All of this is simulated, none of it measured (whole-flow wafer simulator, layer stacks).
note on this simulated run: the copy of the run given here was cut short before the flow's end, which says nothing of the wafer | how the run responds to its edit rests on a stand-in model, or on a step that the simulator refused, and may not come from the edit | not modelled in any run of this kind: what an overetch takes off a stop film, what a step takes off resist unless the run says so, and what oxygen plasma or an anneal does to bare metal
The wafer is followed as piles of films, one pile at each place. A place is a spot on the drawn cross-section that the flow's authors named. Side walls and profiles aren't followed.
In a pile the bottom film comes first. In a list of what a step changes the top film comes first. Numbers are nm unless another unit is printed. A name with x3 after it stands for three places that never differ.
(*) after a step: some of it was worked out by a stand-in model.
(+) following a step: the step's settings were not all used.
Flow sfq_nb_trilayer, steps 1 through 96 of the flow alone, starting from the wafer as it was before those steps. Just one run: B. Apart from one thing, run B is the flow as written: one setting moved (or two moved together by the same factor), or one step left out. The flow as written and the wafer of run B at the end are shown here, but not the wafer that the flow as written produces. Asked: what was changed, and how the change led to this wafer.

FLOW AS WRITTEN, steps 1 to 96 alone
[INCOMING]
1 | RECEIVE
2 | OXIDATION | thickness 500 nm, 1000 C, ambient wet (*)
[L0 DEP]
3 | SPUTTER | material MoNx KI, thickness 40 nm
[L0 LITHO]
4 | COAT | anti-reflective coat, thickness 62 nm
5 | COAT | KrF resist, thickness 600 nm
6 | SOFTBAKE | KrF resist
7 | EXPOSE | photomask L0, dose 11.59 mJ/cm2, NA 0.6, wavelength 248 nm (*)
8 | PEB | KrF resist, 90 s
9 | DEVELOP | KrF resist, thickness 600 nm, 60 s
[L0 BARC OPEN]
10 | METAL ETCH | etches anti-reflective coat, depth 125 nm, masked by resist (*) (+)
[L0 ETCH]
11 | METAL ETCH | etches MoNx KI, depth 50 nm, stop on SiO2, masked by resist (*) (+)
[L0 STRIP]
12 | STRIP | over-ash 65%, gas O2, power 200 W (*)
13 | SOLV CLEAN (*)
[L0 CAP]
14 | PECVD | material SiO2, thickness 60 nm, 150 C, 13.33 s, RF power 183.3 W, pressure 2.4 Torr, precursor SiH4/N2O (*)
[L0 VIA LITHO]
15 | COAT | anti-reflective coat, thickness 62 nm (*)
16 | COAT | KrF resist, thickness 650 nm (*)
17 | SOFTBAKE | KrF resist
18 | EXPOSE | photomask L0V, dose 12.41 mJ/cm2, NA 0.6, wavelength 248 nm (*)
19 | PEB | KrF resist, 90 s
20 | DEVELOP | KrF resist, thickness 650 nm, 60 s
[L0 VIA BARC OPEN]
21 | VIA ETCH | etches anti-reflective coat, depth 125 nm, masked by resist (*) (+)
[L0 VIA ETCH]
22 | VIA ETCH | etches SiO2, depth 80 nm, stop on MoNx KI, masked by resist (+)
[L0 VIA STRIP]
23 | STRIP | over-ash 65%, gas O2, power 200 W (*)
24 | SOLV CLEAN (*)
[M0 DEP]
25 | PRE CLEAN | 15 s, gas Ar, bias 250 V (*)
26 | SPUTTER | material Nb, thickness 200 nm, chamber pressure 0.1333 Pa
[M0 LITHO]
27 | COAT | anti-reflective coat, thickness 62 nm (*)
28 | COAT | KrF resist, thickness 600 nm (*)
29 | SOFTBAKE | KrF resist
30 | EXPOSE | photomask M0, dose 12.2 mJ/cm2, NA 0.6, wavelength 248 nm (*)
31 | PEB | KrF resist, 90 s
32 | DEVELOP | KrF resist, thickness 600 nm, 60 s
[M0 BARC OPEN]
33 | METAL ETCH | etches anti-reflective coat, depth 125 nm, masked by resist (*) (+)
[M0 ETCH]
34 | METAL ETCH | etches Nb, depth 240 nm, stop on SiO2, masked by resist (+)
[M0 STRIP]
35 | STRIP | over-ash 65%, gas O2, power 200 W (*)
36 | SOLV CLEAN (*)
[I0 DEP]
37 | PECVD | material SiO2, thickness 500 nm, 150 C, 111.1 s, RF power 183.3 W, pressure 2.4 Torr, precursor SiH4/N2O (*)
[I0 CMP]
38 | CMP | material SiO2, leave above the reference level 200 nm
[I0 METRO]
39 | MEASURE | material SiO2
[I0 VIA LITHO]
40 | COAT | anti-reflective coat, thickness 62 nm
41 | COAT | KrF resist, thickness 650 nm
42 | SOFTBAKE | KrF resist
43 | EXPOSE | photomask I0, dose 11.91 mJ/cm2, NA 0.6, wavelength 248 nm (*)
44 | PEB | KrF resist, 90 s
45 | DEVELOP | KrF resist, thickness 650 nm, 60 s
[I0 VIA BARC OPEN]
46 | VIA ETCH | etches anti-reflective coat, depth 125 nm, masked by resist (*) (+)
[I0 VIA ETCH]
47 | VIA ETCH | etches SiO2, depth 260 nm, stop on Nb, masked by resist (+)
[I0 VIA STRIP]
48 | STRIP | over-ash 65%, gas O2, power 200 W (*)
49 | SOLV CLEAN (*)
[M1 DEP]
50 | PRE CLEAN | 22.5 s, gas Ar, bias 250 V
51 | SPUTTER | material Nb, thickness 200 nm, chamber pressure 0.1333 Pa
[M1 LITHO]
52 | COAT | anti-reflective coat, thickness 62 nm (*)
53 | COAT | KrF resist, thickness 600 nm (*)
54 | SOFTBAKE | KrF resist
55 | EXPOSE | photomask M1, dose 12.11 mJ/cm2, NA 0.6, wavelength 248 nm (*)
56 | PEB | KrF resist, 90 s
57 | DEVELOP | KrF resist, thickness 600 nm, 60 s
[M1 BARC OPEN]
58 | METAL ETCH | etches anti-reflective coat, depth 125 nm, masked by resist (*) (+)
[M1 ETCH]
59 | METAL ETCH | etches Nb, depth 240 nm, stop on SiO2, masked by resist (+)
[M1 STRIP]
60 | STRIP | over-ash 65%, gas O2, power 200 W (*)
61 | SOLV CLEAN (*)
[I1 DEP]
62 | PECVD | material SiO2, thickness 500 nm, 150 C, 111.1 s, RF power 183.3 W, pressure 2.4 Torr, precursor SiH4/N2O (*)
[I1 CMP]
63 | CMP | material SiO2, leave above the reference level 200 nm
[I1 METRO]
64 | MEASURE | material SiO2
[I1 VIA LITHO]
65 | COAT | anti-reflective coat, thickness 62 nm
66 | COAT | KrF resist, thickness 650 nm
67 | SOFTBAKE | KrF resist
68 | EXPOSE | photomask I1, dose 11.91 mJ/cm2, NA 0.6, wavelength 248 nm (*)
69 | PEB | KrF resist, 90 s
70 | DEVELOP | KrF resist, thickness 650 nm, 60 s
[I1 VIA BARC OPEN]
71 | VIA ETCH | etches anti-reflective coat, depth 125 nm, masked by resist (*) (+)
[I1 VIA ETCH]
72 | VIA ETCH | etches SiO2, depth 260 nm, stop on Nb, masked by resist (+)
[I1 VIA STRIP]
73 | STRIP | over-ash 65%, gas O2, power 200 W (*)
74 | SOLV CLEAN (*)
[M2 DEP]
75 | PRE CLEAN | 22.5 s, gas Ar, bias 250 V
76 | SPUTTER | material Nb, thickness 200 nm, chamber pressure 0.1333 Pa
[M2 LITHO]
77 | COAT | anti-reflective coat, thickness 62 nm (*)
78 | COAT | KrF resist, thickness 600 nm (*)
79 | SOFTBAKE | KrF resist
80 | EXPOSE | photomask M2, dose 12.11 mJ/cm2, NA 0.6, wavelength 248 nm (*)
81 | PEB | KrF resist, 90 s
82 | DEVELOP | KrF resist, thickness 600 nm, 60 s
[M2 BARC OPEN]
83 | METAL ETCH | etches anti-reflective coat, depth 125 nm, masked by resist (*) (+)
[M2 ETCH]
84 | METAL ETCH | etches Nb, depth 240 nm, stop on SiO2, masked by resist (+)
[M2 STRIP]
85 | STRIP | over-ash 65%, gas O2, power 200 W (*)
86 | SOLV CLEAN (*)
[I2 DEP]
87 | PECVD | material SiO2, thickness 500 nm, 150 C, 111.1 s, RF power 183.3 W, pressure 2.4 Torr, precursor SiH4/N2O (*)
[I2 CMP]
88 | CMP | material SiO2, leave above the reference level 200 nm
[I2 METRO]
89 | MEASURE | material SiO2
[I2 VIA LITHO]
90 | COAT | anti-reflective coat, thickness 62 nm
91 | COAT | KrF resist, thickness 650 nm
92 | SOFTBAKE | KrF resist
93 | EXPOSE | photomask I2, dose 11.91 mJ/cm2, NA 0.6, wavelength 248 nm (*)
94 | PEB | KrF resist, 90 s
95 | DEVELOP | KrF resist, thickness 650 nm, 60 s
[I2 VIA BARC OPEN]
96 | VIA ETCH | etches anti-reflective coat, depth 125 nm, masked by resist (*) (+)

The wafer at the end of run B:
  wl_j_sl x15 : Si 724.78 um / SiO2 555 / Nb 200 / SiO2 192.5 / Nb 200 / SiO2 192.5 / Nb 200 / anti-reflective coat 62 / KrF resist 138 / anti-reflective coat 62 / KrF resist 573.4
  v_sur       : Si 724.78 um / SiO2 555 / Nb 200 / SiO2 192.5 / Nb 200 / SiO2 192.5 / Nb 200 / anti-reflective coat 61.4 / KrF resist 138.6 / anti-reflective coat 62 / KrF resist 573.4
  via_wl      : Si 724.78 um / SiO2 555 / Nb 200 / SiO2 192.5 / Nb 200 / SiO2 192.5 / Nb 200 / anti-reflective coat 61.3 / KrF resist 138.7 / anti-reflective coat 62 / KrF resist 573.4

What caused this: step 85, STRIP: over-ash 65%, gas O2, power 200 W (*), was omitted.

Step by step, how the change led to this:
  87 | PECVD | material SiO2, thickness 500 nm, 150 C, 111.1 s, RF power 183.3 W, pressure 2.4 Torr, precursor SiH4/N2O (*)
      via_v: SiO2 gains 500 (new film) (as written it would have been: SiO2 gains 606 (new film))
  88 | CMP | material SiO2, leave above the reference level 200 nm
      wl_j_sl x15: SiO2 loses 500 (all of it), KrF resist loses 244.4 (as written it would have been: SiO2 loses 300)
      v_sur: SiO2 loses 500 (all of it), KrF resist loses 241.4 (as written it would have been: SiO2 loses 300)
      (also at 6 further places)
